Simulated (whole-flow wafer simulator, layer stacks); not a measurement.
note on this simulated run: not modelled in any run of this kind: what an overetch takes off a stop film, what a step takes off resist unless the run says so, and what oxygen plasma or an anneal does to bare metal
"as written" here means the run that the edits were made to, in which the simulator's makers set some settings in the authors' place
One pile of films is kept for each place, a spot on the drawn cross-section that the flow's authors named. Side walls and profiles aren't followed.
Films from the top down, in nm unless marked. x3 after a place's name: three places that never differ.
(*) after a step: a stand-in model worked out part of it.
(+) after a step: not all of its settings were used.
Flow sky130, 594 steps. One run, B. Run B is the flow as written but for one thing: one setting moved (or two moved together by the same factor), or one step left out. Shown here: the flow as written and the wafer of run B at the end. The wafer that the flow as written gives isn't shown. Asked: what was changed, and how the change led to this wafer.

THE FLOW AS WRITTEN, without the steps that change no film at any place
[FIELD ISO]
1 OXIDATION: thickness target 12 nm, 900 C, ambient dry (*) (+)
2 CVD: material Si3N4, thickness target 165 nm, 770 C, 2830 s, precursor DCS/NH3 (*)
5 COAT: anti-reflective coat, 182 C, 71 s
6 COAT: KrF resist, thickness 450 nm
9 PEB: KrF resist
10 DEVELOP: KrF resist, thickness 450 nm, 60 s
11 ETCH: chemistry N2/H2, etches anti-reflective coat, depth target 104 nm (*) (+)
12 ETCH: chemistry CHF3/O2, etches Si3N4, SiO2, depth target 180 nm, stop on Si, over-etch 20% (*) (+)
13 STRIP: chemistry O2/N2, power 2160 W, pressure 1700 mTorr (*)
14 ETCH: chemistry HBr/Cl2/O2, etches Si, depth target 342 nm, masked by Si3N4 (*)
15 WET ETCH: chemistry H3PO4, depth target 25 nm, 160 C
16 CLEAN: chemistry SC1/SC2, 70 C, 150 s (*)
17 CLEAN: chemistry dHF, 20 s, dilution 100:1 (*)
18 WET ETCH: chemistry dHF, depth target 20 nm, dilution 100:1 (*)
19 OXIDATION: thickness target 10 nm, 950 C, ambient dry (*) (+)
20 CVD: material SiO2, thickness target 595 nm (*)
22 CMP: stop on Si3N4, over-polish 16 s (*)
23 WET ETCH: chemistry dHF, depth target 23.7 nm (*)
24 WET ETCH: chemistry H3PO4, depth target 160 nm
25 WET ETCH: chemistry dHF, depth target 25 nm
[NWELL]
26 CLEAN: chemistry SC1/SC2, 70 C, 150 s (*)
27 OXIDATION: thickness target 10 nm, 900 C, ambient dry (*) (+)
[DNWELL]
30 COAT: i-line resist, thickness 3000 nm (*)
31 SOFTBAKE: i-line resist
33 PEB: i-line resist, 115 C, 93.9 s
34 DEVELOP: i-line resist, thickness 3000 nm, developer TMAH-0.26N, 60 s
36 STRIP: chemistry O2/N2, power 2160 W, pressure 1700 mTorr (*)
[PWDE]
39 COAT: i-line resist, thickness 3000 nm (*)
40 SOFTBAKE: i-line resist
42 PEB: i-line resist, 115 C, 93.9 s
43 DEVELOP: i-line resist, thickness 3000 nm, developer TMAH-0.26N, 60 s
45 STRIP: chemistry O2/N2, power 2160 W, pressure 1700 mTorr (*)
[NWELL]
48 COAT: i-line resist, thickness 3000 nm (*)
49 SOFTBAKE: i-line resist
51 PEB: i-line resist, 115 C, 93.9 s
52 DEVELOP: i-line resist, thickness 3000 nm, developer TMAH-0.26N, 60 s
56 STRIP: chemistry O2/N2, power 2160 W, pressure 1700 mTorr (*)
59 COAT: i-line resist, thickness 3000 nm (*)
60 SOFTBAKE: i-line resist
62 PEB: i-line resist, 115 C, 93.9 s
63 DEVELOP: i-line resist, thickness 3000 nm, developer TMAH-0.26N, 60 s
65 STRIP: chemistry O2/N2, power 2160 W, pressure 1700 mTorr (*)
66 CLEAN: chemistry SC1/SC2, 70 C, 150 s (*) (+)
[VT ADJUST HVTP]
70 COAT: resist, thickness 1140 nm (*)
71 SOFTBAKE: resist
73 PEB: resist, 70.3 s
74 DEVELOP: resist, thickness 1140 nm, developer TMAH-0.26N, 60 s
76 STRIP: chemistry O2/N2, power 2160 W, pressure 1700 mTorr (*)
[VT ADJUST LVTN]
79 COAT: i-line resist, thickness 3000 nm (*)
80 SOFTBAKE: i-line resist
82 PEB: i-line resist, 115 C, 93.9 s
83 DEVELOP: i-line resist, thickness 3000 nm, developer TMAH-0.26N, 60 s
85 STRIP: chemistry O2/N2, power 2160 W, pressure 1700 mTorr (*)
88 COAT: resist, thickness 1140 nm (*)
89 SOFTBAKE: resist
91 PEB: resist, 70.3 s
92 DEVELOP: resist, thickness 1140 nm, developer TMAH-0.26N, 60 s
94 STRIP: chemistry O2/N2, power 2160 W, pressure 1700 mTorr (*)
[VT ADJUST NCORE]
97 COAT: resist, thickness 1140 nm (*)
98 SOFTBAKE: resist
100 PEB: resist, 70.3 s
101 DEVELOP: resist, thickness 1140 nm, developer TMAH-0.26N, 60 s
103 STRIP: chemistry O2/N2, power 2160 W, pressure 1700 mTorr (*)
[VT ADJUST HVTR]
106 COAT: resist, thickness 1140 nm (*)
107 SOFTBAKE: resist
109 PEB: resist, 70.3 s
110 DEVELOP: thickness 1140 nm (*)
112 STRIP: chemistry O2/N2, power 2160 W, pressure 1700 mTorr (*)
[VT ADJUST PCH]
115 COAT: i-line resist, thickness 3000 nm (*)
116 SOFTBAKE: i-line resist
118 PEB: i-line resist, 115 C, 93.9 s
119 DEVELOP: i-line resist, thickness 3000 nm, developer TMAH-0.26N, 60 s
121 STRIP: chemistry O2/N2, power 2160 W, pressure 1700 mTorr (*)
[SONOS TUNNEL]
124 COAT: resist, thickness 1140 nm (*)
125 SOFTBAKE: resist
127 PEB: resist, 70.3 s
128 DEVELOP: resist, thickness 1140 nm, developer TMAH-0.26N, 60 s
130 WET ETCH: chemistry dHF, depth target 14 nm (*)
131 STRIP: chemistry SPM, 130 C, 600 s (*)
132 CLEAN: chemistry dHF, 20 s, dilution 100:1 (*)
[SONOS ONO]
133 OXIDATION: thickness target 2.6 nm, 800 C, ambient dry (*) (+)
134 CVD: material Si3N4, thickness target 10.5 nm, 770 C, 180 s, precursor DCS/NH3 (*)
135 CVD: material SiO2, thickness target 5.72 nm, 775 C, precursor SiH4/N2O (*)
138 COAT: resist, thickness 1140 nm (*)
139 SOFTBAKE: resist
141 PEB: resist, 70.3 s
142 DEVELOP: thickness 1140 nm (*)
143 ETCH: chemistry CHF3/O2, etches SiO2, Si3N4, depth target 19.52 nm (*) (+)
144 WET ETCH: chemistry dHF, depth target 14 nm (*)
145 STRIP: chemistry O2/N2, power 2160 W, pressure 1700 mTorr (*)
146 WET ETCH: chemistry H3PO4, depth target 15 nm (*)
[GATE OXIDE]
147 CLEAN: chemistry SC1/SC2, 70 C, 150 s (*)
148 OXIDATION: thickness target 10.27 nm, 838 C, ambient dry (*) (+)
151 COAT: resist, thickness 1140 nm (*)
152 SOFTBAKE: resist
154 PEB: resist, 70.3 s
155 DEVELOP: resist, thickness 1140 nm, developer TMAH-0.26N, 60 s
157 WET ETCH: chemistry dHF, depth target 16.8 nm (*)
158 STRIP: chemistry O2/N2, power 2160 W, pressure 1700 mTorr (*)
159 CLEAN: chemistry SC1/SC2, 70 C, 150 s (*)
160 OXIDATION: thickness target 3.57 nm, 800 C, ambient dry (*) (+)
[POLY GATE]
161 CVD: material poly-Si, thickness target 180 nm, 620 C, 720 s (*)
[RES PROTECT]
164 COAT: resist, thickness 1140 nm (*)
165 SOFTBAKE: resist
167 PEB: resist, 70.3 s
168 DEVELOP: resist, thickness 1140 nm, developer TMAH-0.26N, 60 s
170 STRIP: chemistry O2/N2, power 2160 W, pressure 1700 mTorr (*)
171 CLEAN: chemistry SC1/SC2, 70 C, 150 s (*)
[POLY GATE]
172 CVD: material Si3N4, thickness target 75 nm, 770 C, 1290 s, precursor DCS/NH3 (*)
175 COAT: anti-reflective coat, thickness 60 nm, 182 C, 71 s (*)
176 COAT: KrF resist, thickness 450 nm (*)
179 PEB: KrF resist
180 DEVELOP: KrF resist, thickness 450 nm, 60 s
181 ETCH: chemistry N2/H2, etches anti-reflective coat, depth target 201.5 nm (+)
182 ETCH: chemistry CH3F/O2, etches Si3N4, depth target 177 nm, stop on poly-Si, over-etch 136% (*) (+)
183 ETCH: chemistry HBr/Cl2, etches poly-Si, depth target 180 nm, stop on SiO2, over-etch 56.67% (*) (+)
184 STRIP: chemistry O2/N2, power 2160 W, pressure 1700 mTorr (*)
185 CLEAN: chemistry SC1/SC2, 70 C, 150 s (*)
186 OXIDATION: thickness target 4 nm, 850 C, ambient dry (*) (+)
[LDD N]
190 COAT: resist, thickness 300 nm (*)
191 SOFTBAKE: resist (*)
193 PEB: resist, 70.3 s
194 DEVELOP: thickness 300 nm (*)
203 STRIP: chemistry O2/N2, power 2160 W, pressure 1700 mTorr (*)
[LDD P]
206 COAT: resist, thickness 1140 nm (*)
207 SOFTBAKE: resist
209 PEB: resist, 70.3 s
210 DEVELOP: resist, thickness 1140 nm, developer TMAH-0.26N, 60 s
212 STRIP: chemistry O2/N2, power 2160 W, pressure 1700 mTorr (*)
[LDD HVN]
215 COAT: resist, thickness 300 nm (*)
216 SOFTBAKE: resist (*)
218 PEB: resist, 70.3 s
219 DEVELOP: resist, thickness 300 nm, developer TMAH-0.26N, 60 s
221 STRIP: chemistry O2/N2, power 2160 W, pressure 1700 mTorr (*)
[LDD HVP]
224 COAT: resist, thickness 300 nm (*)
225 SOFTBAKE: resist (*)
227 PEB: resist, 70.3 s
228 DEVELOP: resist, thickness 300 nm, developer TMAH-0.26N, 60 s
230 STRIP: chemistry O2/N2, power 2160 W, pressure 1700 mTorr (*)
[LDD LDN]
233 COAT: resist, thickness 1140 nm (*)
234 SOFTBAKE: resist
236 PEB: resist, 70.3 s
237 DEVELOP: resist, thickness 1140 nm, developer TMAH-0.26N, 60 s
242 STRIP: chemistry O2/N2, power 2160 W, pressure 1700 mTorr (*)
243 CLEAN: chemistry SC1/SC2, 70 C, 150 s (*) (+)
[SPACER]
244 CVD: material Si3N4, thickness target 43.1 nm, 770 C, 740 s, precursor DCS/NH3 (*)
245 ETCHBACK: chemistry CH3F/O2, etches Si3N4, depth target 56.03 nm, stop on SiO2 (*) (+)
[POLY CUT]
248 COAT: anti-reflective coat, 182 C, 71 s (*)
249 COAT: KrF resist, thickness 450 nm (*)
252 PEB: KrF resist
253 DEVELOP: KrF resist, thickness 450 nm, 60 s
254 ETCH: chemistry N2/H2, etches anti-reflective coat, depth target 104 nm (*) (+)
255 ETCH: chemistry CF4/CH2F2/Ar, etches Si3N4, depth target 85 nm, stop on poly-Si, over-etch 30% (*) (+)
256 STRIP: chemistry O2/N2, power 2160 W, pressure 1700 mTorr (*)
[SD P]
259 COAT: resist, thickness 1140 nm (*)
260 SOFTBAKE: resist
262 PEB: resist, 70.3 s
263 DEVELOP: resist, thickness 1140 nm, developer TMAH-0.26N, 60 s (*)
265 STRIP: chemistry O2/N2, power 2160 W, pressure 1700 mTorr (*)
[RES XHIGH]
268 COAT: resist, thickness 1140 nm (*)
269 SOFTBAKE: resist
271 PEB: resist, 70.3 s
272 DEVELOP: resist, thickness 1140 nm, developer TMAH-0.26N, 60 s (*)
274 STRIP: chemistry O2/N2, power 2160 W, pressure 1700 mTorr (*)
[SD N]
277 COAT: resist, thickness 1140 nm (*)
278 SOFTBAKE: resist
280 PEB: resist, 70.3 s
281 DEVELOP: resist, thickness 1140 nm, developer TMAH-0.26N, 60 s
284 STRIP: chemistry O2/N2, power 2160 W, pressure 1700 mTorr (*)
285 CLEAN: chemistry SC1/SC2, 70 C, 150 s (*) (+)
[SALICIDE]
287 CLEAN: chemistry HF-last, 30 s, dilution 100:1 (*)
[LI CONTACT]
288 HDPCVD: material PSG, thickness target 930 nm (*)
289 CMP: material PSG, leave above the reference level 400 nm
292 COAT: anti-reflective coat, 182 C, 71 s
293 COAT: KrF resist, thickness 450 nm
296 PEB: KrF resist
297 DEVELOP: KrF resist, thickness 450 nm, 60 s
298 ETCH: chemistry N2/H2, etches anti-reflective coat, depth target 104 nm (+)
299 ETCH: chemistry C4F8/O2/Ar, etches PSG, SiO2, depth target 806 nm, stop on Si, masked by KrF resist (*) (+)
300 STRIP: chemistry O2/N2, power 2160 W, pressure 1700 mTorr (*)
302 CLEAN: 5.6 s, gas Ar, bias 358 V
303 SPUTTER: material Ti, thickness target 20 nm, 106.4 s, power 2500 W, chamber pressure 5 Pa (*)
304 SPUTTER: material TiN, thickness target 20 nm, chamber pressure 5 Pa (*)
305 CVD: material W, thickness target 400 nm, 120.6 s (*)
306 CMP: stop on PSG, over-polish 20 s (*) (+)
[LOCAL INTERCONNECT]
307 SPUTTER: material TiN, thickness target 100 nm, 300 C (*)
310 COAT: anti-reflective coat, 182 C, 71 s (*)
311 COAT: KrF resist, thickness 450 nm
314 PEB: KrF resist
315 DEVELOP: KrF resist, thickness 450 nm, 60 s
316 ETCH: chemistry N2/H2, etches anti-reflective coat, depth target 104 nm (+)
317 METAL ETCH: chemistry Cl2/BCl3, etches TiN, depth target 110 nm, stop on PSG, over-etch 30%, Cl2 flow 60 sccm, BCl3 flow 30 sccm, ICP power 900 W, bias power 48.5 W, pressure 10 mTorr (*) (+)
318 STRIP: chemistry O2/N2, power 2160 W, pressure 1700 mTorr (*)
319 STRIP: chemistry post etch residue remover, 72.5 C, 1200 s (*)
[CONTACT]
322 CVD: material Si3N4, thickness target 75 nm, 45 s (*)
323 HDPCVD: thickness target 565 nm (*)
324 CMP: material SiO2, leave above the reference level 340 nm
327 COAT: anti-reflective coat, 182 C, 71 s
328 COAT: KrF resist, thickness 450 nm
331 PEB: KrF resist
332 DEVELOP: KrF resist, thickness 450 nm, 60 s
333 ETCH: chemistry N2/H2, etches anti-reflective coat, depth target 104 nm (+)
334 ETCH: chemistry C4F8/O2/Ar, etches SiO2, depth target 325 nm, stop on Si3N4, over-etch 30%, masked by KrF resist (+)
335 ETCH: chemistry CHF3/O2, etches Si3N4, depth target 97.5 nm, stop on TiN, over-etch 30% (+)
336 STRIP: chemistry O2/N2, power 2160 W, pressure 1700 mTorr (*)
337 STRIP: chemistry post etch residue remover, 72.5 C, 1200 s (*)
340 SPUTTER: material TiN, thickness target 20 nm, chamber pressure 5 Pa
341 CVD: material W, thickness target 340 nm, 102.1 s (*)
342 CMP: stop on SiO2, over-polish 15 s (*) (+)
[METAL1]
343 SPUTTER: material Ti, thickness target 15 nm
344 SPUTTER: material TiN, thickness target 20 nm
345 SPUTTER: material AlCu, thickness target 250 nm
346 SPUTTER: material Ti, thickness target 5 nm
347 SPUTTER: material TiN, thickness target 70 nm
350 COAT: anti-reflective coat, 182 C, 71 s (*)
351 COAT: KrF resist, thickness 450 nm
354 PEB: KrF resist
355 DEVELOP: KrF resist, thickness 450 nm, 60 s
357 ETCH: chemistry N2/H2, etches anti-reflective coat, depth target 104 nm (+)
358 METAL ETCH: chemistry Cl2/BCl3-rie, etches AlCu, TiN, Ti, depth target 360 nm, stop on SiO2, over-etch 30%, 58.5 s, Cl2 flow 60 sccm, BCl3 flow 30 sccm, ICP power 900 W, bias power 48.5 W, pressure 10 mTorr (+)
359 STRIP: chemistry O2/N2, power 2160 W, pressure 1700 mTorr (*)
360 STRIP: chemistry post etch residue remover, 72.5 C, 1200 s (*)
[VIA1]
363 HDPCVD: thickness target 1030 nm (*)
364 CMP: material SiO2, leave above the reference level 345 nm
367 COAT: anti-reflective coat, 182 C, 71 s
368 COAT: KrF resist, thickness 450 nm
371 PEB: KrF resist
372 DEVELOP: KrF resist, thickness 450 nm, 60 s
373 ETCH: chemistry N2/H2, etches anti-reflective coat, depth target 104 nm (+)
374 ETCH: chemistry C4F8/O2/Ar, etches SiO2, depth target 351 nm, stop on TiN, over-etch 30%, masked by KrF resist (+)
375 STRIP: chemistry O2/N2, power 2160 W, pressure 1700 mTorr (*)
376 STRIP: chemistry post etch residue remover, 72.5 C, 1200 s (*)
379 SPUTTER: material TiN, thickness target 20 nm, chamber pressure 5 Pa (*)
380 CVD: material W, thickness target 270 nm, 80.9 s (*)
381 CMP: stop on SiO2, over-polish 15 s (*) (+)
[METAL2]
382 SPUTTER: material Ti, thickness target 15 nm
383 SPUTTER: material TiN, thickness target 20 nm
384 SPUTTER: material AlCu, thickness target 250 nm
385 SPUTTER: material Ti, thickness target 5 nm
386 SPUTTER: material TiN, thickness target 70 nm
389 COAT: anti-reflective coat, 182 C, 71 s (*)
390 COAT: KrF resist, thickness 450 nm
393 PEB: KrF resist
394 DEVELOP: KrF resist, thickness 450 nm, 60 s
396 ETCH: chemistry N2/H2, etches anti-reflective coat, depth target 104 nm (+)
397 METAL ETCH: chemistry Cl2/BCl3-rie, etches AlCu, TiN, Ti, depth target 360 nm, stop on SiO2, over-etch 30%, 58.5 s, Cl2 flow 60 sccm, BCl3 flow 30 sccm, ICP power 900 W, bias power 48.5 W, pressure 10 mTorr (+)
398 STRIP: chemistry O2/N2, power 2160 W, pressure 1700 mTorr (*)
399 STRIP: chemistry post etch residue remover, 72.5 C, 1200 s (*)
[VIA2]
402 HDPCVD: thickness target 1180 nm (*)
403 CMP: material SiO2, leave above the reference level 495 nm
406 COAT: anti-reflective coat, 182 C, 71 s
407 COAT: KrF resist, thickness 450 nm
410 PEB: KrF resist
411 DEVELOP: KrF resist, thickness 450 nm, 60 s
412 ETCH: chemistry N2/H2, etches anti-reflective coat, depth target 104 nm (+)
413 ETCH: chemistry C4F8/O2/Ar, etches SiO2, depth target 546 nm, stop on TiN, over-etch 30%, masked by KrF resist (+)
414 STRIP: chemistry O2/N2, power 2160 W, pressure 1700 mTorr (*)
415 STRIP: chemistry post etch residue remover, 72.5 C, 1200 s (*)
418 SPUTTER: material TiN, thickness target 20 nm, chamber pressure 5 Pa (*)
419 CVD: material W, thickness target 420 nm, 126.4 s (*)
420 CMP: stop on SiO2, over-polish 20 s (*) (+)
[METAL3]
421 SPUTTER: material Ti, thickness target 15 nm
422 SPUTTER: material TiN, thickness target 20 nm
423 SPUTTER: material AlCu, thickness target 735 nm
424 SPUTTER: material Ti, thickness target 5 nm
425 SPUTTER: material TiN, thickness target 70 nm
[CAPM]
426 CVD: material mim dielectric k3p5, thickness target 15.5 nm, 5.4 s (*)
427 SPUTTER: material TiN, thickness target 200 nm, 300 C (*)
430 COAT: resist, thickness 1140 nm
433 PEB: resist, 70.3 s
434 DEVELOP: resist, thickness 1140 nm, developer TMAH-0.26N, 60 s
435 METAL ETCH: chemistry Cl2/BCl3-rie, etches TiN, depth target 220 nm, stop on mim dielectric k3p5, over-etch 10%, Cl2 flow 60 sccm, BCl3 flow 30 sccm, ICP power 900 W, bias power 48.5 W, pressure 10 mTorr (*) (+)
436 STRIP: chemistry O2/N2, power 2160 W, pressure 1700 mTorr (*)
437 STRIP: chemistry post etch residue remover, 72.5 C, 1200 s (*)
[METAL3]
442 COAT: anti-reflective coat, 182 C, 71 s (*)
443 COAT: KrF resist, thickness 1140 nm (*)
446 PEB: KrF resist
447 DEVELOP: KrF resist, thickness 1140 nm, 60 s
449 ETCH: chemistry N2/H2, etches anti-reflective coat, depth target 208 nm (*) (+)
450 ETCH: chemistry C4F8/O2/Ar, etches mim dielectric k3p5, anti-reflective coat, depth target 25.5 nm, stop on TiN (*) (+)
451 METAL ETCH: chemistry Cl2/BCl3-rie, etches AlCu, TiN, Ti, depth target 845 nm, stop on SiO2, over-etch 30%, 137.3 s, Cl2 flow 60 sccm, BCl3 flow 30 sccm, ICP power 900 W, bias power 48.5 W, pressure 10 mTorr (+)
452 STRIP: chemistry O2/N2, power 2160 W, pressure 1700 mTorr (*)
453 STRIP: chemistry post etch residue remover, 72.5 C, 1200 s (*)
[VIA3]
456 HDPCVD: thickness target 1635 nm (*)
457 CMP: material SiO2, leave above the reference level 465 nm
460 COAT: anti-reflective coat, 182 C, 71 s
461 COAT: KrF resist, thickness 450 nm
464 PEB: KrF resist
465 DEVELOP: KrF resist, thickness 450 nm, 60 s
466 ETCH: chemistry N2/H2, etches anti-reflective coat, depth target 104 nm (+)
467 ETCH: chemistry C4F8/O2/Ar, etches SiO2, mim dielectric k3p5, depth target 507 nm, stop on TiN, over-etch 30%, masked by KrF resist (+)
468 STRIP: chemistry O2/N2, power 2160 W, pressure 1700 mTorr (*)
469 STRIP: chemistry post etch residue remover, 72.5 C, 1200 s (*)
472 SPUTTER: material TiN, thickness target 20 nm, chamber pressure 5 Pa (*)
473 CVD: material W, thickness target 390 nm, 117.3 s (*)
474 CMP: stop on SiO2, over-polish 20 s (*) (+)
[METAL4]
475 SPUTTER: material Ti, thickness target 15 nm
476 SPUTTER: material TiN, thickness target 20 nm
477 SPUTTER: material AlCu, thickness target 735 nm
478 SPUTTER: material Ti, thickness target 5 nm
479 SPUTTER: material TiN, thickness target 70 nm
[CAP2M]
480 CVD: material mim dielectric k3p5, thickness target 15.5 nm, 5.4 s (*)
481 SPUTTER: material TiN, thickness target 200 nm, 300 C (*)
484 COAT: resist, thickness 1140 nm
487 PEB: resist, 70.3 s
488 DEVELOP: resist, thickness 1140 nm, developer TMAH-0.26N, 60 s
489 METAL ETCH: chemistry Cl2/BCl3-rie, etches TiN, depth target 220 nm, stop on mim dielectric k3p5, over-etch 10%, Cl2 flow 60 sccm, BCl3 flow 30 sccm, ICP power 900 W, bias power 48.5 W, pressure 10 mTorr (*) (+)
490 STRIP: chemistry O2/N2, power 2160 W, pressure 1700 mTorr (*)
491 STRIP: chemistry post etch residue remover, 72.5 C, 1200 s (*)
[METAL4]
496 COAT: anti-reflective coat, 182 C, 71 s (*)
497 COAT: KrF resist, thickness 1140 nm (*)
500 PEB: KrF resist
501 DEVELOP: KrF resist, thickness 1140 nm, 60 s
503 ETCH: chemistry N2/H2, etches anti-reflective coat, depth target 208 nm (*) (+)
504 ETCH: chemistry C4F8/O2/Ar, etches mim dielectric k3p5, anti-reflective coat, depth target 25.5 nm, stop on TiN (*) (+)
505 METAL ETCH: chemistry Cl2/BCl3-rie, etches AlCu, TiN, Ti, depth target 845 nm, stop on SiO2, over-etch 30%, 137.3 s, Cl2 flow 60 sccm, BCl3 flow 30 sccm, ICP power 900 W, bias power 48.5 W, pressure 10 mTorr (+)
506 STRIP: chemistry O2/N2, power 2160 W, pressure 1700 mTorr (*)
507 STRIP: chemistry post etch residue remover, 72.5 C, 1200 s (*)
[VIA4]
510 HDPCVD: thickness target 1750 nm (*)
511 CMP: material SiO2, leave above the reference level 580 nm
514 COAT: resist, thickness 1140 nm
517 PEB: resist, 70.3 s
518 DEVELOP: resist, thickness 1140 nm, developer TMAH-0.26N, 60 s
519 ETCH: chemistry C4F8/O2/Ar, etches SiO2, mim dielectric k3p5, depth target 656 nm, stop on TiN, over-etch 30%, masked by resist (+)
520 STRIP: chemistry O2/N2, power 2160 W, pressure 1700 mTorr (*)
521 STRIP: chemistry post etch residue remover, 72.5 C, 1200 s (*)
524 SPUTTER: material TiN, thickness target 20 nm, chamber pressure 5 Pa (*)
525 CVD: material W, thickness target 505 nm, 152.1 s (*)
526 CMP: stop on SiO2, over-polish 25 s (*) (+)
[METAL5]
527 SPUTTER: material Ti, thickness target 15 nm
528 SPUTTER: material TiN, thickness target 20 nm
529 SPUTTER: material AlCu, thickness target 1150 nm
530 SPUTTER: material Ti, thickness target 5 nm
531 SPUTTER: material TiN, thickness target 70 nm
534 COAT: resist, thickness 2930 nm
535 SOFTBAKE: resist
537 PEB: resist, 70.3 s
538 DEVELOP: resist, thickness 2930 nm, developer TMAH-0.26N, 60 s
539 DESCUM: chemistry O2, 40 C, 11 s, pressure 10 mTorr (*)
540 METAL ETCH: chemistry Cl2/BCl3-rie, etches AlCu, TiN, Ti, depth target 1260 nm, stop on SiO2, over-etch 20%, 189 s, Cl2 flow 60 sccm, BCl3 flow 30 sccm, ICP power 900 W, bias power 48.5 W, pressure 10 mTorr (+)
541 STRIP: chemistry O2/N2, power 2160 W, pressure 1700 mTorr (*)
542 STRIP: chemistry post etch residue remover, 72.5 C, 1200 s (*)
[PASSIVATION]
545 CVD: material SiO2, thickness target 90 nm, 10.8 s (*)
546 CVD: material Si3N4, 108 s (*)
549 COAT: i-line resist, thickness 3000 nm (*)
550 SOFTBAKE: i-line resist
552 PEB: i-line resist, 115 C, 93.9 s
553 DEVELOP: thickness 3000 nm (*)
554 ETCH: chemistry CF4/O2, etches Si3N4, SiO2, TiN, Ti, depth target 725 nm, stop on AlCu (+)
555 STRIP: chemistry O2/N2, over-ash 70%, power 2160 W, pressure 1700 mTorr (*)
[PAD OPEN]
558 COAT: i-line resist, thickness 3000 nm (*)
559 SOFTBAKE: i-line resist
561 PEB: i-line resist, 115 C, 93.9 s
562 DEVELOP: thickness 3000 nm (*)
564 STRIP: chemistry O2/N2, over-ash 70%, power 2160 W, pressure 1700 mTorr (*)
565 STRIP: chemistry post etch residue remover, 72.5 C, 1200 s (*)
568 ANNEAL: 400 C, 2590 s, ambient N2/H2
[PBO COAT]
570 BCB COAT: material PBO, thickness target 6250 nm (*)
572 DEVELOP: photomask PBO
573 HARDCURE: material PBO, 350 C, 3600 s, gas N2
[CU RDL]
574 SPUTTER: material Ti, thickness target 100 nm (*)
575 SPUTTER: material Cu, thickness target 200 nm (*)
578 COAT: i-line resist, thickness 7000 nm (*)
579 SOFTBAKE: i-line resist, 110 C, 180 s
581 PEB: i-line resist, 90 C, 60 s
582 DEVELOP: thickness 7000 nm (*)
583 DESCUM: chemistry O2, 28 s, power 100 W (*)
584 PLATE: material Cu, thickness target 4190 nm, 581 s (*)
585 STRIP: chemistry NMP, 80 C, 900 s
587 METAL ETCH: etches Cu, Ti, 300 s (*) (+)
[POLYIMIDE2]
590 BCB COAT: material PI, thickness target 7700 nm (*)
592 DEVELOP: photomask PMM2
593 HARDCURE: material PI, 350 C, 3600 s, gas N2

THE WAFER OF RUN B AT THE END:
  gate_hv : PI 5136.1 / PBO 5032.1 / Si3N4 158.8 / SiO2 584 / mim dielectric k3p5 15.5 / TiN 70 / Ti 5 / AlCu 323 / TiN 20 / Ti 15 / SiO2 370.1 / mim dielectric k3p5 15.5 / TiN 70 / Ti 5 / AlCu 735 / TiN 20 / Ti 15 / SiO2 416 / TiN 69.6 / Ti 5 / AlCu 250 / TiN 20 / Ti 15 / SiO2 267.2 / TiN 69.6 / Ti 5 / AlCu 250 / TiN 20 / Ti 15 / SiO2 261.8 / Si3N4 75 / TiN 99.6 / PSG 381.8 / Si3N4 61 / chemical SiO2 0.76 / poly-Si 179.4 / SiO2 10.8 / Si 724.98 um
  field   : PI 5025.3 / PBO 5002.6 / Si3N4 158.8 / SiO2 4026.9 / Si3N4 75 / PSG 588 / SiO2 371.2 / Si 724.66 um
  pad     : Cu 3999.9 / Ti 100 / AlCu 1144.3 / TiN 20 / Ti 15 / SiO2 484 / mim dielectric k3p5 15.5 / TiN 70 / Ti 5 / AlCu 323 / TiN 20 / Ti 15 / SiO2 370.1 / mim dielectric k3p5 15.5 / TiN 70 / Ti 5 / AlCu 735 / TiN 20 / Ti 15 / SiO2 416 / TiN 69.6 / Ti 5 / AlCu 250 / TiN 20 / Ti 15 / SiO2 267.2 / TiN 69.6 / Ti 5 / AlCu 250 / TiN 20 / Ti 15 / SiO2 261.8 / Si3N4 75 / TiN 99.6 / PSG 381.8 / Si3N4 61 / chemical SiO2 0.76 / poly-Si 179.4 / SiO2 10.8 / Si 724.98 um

The cause: step 477, SPUTTER: thickness target 323 nm was run, where the flow has thickness target 735 nm.
It can be read off the wafer: gate_hv has AlCu 323, and step 477 as written asks for 735 nm.

How the change led to this, step by step:
  477 SPUTTER: material AlCu, thickness target 735 nm
      field, active, n_well and 189 more: AlCu +323 (new film) (as written it would be: AlCu +735 (new film))
  505 METAL ETCH: chemistry Cl2/BCl3-rie, etches AlCu, TiN, Ti, depth target 845 nm, stop on SiO2, over-etch 30%, 137.3 s, Cl2 flow 60 sccm, BCl3 flow 30 sccm, ICP power 900 W, bias power 48.5 W, pressure 10 mTorr (+)
      field, gate, spacer and 68 more: TiN -70 (all of it), Ti -5 (all of it), AlCu -323 (all of it), TiN -20 (all of it), Ti -15 (all of it), SiO2 -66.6 (as written it would be: TiN -70 (all of it), Ti -5 (all of it), AlCu -735 (all of it), TiN -20 (all of it), Ti -15 (all of it), SiO2 -25.4)
      active, vpp_iso1, mim_edge_plate and 13 more: TiN -70 (all of it), Ti -5 (all of it), AlCu -323 (all of it), TiN -20 (all of it), Ti -15 (all of it), SiO2 -66.6 (as written it would be: TiN -70 (all of it), Ti -5 (all of it), AlCu -735 (all of it), TiN -20 (all of it), Ti -15 (all of it), SiO2 -25.3)
      (and at 1 more place)
  511 CMP: material SiO2, leave above the reference level 580 nm
      field, gate, spacer and 61 more: SiO2 -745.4 (as written it would be: SiO2 -374.7)
      active, vpp_ln, vpp_iso2 and 13 more: SiO2 -745.5 (as written it would be: SiO2 -374.7)
      (and at 8 more places)
